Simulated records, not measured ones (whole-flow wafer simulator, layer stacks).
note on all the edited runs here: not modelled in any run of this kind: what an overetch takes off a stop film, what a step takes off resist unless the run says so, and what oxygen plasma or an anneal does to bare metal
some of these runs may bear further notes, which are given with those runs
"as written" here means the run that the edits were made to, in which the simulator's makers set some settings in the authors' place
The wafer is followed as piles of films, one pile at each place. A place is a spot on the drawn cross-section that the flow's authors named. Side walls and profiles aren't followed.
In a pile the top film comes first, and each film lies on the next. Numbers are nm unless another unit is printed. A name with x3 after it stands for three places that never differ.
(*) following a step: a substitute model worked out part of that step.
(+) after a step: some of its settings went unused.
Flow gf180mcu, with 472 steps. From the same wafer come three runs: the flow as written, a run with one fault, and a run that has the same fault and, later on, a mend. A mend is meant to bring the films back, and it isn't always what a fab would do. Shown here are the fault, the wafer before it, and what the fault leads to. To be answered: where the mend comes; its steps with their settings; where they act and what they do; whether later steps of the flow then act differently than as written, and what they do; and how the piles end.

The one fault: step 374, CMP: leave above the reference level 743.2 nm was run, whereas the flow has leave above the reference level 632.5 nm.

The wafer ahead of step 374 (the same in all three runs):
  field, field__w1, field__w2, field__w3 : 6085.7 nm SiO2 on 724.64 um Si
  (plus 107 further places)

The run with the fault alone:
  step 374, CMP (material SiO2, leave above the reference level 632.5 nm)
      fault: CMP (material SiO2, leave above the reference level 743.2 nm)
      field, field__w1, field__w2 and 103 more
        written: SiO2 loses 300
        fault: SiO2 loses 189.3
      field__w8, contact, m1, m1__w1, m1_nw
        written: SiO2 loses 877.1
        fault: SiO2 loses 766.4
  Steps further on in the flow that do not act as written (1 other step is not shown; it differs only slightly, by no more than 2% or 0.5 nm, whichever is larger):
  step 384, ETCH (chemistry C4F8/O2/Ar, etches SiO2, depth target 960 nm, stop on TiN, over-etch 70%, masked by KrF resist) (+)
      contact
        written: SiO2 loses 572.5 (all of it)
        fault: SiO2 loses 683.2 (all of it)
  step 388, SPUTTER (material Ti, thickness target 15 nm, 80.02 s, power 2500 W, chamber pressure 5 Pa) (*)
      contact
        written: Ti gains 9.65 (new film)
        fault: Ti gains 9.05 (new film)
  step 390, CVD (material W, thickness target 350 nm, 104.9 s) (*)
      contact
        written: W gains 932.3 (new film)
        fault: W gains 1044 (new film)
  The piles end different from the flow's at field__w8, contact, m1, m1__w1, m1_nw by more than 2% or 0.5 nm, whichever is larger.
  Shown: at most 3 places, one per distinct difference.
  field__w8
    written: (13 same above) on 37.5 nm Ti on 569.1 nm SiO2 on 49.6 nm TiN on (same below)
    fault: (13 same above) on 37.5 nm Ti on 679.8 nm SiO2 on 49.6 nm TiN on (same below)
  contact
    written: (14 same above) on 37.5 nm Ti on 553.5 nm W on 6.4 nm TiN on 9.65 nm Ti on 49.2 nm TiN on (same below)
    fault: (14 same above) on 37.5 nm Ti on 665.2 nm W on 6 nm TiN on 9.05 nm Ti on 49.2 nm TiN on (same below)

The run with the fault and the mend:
  The mend follows step 382.
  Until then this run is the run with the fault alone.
  step 382a, STRIP (chemistry O2/N2, power 2160 W, pressure 1700 mTorr) (*)
      field, field__w1, field__w2 and 107 more
        KrF resist loses 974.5 (all of it), anti-reflective coat loses 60 (all of it)
      contact
        anti-reflective coat loses 60 (all of it)
  step 382b, CMP (material SiO2, leave above the reference level 632.5 nm) (the flow's step 374, run once more)
      field, field__w1, field__w2 and 108 more
        SiO2 loses 110.7
  step 382c, HMDS (120 C, 60 s) (the flow's step 376, run once more)
      leaves every film unchanged at each place that is followed
  step 382d, COAT (anti-reflective coat, thickness 60 nm, 182 C, 71 s) (the flow's step 377, run once more)
      field, field__w1, field__w2 and 108 more
        anti-reflective coat gains 60 (new film)
  step 382e, COAT (KrF resist, thickness 1000 nm) (the flow's step 378, run once more)
      field, field__w1, field__w2 and 108 more
        KrF resist gains 1000 (new film)
  step 382f, SOFTBAKE (KrF resist) (the flow's step 379, run once more)
      leaves every film unchanged at each place that is followed
  step 382g, EXPOSE (photomask Via4) (the flow's step 380, run once more)
      leaves every film unchanged at each place that is followed
  step 382h, PEB (KrF resist, 135 C, 90 s) (the flow's step 381, run once more)
      field, field__w1, field__w2 and 108 more
        KrF resist loses 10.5
  step 382i, DEVELOP (KrF resist, thickness 1000 nm, 60 s) (the flow's step 382, run once more)
      field, field__w1, field__w2 and 107 more
        KrF resist loses 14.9
      contact
        KrF resist loses 989.5 (all of it)
  None of the later steps of the flow acts differently than as written at any place that is followed.
  The piles end the same as the flow's at every place that both follow.
